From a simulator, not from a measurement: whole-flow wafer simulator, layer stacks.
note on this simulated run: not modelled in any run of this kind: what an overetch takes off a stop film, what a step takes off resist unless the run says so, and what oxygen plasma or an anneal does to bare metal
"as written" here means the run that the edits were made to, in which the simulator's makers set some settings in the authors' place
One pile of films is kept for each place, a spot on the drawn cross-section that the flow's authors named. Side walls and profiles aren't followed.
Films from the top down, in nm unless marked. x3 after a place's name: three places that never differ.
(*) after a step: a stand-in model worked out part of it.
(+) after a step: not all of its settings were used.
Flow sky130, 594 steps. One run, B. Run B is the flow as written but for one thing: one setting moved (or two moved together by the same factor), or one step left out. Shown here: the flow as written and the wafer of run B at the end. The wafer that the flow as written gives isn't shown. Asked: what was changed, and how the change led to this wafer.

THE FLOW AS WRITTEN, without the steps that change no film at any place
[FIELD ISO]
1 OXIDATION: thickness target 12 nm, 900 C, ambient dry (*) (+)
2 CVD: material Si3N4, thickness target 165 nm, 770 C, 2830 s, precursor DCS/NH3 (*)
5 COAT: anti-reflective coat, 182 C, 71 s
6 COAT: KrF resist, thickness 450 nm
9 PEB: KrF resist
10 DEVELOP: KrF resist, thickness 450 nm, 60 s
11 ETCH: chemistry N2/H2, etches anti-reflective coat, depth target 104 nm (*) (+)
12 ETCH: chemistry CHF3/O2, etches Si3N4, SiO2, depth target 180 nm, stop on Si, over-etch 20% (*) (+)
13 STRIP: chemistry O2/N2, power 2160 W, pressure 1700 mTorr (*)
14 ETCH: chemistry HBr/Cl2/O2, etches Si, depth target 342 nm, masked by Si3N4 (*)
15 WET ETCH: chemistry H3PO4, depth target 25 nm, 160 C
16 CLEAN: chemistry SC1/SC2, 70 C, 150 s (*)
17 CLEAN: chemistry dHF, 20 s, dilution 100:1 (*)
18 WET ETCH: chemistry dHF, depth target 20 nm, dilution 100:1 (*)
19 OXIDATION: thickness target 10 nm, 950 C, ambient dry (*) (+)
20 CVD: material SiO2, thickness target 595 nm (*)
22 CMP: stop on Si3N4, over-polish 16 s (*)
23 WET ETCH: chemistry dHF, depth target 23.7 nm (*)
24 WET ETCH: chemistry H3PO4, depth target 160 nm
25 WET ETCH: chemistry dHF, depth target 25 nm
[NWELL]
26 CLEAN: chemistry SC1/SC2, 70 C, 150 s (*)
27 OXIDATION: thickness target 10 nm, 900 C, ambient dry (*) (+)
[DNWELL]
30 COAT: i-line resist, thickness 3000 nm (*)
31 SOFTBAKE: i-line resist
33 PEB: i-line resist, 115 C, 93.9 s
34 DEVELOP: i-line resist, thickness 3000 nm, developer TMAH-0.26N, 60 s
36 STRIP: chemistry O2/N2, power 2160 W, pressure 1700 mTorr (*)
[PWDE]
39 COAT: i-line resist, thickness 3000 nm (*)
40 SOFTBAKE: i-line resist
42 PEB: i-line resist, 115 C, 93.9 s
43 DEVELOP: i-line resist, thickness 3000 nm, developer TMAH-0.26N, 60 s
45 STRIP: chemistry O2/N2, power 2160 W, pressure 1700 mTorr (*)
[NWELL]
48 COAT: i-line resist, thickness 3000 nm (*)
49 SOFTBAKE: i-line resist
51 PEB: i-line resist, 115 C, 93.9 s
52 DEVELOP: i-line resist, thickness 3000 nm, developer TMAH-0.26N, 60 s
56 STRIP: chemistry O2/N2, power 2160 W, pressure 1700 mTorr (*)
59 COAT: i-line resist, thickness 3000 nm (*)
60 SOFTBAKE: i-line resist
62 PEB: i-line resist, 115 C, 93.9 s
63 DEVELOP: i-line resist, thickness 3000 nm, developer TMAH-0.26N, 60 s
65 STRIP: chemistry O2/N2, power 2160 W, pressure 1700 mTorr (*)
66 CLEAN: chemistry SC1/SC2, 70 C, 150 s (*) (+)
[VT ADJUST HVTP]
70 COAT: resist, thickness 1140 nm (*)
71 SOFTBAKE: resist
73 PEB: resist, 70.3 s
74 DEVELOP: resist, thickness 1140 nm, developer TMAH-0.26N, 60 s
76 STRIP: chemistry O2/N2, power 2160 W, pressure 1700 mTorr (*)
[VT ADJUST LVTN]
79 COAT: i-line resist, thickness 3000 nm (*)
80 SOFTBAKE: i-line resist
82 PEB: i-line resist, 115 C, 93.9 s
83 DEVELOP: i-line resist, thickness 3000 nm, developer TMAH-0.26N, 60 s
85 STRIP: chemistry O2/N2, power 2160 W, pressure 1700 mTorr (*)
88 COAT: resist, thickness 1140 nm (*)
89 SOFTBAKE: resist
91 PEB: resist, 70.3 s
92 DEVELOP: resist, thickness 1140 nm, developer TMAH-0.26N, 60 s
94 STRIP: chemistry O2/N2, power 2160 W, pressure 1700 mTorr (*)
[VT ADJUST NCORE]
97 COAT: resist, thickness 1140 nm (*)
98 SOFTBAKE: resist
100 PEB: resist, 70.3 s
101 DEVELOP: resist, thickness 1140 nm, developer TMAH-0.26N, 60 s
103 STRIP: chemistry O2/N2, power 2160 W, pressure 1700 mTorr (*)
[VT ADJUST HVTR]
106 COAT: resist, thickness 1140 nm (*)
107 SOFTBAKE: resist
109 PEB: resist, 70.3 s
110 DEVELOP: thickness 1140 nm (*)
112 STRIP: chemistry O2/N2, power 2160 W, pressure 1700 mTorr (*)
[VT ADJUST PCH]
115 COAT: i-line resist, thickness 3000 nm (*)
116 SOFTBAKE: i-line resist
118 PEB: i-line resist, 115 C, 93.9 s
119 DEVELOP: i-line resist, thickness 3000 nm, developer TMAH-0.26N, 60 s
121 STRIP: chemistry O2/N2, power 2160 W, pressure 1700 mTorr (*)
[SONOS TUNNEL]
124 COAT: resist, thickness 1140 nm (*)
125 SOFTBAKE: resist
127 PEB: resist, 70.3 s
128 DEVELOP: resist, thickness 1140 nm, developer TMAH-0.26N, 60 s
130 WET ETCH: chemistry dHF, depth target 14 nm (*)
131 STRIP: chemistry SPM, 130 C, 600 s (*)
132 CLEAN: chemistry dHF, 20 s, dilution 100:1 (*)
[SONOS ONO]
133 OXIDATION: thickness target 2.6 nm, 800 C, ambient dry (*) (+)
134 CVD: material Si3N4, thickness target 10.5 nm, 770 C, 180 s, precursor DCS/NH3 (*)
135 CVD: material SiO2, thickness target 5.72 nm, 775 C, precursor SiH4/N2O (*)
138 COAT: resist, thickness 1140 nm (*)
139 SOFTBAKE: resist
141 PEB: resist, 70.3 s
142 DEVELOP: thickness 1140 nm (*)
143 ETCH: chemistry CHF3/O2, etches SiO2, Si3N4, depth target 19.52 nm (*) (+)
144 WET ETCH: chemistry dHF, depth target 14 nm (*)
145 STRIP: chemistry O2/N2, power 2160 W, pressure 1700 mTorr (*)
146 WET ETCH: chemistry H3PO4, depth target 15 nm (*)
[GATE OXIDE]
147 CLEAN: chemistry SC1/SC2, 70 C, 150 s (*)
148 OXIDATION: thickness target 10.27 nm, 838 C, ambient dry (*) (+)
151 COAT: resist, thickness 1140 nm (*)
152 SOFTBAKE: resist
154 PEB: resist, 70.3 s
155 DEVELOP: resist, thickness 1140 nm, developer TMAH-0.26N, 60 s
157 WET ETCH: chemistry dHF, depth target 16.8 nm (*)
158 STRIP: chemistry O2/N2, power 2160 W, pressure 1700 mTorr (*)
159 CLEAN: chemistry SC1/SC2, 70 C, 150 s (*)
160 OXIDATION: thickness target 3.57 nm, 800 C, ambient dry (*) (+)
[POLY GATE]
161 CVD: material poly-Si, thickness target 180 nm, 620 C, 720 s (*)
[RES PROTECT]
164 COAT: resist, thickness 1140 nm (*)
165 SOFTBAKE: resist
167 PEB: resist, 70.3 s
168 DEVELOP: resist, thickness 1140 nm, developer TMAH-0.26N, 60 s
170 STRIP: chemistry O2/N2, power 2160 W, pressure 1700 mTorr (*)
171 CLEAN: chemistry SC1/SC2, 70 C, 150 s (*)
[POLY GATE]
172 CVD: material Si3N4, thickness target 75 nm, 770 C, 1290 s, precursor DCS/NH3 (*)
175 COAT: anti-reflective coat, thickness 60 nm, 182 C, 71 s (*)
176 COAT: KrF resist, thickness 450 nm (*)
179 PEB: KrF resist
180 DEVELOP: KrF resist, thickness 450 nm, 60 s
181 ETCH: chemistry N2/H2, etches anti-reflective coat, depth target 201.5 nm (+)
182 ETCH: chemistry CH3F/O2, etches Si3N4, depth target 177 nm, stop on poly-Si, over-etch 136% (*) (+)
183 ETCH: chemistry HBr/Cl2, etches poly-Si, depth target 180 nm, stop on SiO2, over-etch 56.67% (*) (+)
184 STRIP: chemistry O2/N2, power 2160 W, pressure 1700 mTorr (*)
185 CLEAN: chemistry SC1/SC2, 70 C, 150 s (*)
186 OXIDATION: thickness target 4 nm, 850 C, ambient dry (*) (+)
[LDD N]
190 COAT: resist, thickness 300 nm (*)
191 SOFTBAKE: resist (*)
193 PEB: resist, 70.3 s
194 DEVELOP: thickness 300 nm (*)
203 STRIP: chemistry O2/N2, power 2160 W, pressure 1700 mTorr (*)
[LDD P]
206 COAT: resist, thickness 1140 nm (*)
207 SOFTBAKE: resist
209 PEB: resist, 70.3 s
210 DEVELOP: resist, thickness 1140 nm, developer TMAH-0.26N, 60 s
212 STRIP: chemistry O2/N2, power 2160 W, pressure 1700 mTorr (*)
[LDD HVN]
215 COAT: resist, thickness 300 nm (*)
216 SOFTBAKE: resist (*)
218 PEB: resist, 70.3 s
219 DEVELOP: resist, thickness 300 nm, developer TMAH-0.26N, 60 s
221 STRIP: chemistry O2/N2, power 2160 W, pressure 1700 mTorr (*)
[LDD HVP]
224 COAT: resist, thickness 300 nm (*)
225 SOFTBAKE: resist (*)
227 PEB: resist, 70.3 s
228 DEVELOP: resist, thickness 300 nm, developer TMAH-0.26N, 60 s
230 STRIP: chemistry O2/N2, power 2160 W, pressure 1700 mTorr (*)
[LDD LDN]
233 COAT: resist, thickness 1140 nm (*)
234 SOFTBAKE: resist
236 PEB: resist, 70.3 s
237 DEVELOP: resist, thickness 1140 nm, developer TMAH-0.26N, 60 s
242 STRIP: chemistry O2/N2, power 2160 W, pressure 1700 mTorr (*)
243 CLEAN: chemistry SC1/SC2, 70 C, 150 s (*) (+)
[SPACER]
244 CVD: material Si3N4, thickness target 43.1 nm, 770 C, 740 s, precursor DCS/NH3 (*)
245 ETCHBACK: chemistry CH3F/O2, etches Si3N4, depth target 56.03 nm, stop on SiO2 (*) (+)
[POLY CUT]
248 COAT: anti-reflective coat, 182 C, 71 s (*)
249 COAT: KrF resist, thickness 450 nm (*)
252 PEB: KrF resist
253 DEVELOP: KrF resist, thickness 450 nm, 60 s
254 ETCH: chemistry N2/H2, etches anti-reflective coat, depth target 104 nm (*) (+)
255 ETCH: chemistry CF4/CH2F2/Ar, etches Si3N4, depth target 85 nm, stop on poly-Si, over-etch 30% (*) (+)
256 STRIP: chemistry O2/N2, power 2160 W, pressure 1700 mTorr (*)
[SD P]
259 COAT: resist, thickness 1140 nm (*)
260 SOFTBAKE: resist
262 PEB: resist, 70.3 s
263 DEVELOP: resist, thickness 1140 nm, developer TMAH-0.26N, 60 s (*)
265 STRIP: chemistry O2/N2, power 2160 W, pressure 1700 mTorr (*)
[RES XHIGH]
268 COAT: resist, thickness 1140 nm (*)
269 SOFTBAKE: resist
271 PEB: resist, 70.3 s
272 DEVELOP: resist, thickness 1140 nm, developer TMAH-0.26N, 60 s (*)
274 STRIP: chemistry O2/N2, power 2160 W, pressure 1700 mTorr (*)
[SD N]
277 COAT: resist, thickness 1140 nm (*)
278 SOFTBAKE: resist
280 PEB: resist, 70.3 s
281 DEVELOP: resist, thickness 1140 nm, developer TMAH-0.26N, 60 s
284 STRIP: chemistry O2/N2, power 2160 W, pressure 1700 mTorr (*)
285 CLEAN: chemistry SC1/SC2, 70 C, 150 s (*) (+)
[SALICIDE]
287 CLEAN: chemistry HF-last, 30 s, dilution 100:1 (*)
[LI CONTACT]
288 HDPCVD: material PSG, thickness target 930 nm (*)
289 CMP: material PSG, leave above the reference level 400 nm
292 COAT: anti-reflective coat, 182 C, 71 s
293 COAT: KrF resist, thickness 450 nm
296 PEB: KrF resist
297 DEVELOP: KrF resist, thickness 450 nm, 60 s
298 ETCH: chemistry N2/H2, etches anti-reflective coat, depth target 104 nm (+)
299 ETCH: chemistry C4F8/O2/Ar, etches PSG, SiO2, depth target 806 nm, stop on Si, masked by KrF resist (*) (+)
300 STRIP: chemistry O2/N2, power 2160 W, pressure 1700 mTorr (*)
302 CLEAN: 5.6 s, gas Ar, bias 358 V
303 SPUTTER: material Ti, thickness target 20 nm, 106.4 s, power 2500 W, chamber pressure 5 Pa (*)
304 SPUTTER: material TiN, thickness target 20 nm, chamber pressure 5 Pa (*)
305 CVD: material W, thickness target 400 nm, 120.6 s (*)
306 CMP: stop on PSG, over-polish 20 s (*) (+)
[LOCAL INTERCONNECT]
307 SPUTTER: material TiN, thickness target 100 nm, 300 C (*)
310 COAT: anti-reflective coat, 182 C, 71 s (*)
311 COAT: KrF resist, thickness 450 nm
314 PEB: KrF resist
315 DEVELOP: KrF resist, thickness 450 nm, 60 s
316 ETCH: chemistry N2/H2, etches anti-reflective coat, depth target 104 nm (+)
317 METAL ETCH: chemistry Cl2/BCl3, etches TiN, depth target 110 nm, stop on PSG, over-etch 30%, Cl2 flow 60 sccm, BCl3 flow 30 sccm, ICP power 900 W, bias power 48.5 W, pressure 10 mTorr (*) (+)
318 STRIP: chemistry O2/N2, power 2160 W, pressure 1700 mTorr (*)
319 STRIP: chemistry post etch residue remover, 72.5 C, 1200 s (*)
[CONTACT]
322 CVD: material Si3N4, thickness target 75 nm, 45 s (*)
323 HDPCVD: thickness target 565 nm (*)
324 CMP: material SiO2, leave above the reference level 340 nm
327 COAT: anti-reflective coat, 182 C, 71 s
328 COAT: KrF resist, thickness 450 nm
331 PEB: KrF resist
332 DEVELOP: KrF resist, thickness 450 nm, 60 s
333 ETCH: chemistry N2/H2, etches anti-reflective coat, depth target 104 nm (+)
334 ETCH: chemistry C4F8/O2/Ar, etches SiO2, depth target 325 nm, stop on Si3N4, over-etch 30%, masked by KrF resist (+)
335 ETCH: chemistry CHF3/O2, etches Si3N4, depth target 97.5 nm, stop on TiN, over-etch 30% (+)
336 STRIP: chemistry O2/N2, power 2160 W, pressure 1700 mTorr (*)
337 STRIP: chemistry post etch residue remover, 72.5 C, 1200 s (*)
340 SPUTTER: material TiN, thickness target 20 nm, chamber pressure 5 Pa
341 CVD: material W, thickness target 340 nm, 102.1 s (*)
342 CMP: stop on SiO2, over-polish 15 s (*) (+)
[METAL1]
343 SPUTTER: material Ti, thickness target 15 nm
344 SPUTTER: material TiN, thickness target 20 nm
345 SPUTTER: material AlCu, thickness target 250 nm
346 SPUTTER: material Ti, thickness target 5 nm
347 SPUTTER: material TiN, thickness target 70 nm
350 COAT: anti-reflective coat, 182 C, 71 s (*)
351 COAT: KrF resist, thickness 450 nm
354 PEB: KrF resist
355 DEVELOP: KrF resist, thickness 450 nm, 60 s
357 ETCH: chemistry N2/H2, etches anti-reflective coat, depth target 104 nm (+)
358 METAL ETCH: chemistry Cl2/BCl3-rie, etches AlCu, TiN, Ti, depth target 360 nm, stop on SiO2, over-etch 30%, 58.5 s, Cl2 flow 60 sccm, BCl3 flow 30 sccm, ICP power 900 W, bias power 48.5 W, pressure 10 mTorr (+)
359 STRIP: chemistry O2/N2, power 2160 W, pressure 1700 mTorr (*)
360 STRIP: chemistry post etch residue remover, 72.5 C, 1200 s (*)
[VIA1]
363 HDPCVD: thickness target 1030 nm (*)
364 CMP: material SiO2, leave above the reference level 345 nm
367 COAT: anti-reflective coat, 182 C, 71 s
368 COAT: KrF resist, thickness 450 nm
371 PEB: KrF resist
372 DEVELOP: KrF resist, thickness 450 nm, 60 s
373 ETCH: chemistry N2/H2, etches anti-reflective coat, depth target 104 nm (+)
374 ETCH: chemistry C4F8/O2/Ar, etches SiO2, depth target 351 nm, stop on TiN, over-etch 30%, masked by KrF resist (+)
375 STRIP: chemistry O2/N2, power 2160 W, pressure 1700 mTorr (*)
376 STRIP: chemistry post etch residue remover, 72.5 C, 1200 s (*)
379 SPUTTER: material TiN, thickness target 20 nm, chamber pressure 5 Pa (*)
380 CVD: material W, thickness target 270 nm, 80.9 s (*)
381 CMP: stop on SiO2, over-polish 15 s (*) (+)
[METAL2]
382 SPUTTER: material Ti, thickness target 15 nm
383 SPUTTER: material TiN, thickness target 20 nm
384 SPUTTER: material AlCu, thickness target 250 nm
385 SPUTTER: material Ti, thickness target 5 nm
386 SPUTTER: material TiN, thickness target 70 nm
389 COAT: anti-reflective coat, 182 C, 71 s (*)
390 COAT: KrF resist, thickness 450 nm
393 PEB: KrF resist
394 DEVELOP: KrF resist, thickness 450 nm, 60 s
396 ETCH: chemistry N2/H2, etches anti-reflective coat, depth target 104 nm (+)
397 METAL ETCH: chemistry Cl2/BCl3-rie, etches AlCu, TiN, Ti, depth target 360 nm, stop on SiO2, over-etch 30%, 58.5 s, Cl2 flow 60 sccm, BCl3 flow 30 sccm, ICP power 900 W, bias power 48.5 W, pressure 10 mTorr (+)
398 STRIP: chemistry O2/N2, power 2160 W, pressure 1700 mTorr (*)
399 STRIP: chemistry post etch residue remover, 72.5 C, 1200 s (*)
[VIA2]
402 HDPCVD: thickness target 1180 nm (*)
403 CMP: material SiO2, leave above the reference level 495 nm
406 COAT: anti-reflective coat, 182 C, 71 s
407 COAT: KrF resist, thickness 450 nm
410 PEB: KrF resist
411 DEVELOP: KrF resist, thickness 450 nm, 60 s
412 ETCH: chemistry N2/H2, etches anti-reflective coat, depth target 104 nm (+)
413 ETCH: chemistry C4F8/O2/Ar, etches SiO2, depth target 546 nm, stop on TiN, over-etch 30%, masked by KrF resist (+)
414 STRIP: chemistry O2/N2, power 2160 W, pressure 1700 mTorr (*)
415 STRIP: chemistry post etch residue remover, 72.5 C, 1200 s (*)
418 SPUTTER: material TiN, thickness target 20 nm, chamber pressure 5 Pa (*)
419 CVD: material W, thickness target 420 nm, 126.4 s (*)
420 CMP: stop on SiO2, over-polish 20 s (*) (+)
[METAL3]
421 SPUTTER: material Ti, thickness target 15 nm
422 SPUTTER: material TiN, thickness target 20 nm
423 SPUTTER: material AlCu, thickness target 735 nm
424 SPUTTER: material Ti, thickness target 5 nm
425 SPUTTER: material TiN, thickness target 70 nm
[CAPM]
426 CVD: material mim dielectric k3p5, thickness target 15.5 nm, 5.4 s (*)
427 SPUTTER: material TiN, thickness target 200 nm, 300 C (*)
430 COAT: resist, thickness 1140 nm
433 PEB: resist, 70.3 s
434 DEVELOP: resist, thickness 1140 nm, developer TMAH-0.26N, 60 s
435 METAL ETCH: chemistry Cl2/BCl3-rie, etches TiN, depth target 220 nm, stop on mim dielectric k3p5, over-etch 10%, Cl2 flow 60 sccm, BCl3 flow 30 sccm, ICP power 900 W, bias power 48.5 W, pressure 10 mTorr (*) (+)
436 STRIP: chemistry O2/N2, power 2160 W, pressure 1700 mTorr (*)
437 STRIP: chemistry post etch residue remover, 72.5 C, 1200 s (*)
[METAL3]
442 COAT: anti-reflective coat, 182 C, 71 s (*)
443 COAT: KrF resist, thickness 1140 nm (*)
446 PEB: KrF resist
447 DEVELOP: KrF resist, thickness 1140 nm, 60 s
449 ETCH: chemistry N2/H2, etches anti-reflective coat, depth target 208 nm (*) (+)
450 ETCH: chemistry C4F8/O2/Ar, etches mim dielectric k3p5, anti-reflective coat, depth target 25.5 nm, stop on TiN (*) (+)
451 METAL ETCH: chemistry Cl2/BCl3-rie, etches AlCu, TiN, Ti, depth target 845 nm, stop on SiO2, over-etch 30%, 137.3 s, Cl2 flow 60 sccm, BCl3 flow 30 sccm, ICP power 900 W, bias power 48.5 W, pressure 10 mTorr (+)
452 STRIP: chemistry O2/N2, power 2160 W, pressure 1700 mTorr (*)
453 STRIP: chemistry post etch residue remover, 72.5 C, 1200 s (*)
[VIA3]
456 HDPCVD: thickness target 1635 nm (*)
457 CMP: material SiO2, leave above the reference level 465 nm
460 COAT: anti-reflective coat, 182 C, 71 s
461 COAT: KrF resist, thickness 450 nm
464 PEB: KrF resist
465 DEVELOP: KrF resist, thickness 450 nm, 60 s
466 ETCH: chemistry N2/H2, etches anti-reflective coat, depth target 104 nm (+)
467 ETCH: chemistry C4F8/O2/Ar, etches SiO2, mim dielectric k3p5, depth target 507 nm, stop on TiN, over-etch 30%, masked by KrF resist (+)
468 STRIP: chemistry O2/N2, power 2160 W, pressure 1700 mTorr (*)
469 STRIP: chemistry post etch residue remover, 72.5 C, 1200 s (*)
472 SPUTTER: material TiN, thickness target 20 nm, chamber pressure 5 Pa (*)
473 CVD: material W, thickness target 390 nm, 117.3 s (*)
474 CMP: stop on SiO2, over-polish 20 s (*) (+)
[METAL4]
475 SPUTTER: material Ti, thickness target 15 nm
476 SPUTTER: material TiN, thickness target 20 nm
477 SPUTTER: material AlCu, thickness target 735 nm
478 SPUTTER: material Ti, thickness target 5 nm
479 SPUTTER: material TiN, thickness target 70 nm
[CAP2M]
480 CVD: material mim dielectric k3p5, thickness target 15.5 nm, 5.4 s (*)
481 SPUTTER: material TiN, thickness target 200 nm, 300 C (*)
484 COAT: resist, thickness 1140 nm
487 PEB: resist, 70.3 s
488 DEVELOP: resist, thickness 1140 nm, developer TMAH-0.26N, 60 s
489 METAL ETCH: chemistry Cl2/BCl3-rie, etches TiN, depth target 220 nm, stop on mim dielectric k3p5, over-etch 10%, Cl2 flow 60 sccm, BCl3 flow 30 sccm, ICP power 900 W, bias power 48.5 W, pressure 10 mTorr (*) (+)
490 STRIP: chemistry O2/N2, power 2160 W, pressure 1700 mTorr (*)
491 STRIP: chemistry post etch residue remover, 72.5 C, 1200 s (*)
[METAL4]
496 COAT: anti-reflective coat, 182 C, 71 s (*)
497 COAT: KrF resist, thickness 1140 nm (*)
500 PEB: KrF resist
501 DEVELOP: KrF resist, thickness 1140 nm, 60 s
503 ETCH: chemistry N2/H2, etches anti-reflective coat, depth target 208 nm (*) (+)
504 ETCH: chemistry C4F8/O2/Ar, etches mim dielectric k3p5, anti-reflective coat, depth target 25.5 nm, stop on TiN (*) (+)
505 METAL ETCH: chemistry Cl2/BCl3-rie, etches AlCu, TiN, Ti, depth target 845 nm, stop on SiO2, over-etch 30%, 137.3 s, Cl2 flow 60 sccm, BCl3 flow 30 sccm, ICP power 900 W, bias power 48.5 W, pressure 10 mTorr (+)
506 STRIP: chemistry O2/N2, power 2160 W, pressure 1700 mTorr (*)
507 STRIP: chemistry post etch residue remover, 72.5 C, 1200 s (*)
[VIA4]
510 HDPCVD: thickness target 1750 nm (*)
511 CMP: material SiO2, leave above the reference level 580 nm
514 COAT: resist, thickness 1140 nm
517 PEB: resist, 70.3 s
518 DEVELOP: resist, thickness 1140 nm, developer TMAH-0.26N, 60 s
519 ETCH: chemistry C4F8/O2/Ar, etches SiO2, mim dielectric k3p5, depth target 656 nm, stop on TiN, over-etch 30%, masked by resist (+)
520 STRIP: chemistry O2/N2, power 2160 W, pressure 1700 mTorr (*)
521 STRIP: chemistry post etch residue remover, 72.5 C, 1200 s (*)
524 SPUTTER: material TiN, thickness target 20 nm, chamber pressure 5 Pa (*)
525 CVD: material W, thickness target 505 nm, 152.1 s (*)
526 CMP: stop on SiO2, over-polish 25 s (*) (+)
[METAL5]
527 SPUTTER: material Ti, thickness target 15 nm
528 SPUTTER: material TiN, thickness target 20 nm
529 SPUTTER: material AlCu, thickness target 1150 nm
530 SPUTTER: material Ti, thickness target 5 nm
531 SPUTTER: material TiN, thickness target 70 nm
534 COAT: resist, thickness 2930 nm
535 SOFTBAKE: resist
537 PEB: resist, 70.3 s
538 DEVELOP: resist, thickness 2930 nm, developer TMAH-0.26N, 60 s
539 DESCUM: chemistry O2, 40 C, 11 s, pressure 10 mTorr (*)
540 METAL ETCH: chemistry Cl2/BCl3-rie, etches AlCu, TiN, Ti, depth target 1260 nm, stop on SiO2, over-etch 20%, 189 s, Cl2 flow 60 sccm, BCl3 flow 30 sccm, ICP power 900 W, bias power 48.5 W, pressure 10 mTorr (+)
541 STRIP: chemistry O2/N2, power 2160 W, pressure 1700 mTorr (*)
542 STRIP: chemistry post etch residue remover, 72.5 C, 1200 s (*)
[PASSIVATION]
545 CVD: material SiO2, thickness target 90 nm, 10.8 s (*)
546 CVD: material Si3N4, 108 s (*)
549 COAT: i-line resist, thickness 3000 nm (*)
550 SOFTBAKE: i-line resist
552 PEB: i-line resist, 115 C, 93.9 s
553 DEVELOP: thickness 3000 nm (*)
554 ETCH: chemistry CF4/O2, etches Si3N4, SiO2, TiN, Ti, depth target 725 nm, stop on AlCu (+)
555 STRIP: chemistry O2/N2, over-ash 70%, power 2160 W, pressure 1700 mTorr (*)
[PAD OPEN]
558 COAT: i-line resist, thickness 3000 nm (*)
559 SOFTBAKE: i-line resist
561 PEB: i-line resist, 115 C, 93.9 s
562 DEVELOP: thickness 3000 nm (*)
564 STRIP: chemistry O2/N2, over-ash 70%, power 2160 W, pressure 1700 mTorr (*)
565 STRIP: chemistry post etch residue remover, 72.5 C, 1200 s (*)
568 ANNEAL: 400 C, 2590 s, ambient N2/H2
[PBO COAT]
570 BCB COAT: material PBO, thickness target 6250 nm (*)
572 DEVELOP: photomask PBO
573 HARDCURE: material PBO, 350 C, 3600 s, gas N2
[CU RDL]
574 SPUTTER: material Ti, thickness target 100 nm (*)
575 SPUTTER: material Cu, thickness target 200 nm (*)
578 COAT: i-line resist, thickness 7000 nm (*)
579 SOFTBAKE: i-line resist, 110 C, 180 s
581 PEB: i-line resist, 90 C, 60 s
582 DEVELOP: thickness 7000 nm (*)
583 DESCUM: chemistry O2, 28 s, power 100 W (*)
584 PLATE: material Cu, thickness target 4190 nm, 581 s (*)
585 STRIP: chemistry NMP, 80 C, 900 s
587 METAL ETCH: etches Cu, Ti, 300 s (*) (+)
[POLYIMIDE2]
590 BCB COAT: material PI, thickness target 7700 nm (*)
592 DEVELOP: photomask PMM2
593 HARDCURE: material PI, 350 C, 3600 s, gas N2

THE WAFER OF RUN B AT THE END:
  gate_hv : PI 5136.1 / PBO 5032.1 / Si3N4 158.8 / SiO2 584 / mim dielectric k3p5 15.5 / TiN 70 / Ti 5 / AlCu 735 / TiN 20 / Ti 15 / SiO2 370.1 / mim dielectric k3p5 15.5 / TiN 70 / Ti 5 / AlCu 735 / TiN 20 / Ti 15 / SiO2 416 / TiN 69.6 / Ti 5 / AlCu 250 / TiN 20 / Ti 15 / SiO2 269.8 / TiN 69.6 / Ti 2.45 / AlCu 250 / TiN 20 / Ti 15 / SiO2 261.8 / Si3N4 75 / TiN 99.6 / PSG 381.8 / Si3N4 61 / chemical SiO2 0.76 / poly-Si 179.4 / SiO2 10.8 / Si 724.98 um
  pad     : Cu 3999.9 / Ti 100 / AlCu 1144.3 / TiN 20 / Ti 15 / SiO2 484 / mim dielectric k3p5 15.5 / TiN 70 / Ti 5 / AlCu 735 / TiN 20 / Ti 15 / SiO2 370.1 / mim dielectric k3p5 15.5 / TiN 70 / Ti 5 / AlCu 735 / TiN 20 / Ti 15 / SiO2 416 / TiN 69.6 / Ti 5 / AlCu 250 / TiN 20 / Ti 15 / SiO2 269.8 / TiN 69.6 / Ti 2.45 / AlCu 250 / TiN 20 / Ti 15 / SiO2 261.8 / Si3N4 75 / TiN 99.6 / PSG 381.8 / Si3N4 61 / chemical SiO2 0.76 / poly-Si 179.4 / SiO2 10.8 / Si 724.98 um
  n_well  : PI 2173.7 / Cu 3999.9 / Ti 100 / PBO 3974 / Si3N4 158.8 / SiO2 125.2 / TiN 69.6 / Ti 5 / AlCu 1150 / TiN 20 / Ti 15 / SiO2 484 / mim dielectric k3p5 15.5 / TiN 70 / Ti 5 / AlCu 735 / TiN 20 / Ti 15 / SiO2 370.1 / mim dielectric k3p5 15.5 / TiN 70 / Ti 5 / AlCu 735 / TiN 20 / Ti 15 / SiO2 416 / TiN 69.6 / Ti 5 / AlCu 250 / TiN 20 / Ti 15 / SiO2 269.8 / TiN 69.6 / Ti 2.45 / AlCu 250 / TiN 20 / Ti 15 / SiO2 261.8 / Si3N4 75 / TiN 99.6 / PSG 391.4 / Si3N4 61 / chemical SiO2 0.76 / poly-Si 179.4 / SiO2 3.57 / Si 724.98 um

The cause: step 346, SPUTTER: thickness target 2.45 nm was run, where the flow has thickness target 5 nm.
It can be read off the wafer: gate_hv has Ti 2.45, and step 346 as written asks for 5 nm.

How the change led to this, step by step:
  346 SPUTTER: material Ti, thickness target 5 nm
      field, active, n_well and 188 more: Ti +2.45 (new film) (as written it would be: Ti +5 (new film))
  358 METAL ETCH: chemistry Cl2/BCl3-rie, etches AlCu, TiN, Ti, depth target 360 nm, stop on SiO2, over-etch 30%, 58.5 s, Cl2 flow 60 sccm, BCl3 flow 30 sccm, ICP power 900 W, bias power 48.5 W, pressure 10 mTorr (+)
      field, active, gate and 81 more: TiN -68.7 (all of it), Ti -2.45 (all of it), AlCu -250 (all of it), TiN -20 (all of it), Ti -15 (all of it), SiO2 -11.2 (as written it would be: TiN -68.7 (all of it), Ti -5 (all of it), AlCu -250 (all of it), TiN -20 (all of it), Ti -15 (all of it), SiO2 -10.9)
